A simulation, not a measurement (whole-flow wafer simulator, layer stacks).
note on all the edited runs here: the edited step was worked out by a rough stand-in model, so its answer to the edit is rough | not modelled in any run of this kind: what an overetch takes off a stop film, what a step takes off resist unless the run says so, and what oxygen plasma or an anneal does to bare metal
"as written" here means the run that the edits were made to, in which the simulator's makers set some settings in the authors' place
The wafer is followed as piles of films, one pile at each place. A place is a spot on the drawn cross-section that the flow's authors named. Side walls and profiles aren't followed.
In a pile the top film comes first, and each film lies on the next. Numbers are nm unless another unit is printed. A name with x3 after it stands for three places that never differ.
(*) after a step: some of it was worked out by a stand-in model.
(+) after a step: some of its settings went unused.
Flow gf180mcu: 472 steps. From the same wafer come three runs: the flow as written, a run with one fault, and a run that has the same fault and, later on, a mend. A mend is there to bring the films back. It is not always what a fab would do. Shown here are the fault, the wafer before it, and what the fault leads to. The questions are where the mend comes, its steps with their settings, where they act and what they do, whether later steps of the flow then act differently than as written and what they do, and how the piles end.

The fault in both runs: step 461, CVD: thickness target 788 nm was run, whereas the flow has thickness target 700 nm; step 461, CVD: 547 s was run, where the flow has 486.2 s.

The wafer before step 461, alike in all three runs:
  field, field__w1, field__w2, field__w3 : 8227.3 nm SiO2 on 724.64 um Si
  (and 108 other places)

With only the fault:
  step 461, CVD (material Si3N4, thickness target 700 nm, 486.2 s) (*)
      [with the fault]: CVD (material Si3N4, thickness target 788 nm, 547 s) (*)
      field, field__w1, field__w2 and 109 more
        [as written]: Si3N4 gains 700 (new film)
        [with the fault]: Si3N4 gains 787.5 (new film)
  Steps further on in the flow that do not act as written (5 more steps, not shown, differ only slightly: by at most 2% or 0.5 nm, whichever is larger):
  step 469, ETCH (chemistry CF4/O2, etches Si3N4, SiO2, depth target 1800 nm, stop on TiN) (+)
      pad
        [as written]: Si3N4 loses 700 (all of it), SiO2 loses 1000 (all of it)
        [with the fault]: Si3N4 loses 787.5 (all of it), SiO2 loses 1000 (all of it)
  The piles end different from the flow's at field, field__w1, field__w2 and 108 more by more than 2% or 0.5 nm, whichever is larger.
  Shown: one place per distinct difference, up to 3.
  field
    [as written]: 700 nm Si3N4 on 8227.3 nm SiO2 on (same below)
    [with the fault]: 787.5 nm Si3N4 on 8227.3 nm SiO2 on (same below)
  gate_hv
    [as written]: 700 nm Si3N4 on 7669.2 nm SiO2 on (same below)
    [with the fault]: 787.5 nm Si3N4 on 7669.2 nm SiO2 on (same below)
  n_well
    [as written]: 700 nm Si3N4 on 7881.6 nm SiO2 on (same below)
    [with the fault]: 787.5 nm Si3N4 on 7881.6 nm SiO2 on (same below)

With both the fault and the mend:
  After step 468 comes the mend.
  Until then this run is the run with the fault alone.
  step 468a, STRIP (chemistry O2/N2, power 2160 W, pressure 1700 mTorr) (*)
      iso_ptap_pw, iso_ntap_nw, iso_nw_fld and 33 more
        i-line resist loses 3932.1 (all of it)
      p_well, sti, spacer, sd_n, mim_1p0, dice_street
        i-line resist loses 3938.4 (all of it)
      field__w2, field__w3, field__w6, field__w12
        i-line resist loses 3987.3 (all of it)
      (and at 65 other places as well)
  step 468b, WET ETCH (chemistry H3PO4, depth target 88 nm, 160 C) (the flow's step 14, run once more with other settings)
      field, field__w1, field__w2 and 109 more
        Si3N4 loses 88
  step 468c, HMDS (120 C, 60 s) (the flow's step 463, run once more)
      leaves every film unchanged at each place that is followed
  step 468d, COAT (i-line resist, thickness 4000 nm) (*) (the flow's step 464, run once more)
      iso_ptap_pw, iso_ntap_nw, iso_nw_fld and 33 more
        i-line resist gains 4000 (new film)
      field__w5, field__w9, field__w11, field__w13, sd_p_hv, gate_p_hv, nplus_u, npoly_u
        i-line resist gains 4016.9 (new film)
      p_well, sti, spacer, sd_n, mim_1p0, dice_street
        i-line resist gains 4006.3 (new film)
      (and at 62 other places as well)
  step 468e, SOFTBAKE (i-line resist) (the flow's step 465, run once more)
      field__w2, field_sub__w3, field_sub__w4
        i-line resist gains 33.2
      field__w11, field__w13, ppoly_u
        i-line resist gains 37.4
      ld_acc_p, ld_fp_p, ld_drift_p
        i-line resist gains 33.6
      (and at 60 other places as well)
  step 468f, EXPOSE (photomask Pad) (the flow's step 466, run once more)
      leaves every film unchanged at each place that is followed
  step 468g, PEB (i-line resist, 115 C, 93.9 s) (the flow's step 467, run once more)
      iso_ptap_pw, iso_ntap_nw, iso_nw_fld and 33 more
        i-line resist loses 67.9
      field, field__w2, field__w3 and 25 more
        i-line resist loses 68.8
      field_sub, field_sub__w1, field_sub__w2 and 23 more
        i-line resist loses 68.7
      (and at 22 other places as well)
  step 468h, DEVELOP (thickness 4000 nm) (*) (the flow's step 468, run once more)
      field__w1, field__w2, field__w7 and 13 more
        i-line resist loses 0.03
      pad
        i-line resist loses 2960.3 (all of it)
  None of the later steps of the flow differs from how it acts as written, at any place that is followed, by more than 2% or 0.5 nm, whichever is larger.
  At the end the piles are close to the flow's at the places that both follow, differing by at most 2% or 0.5 nm, whichever is larger.
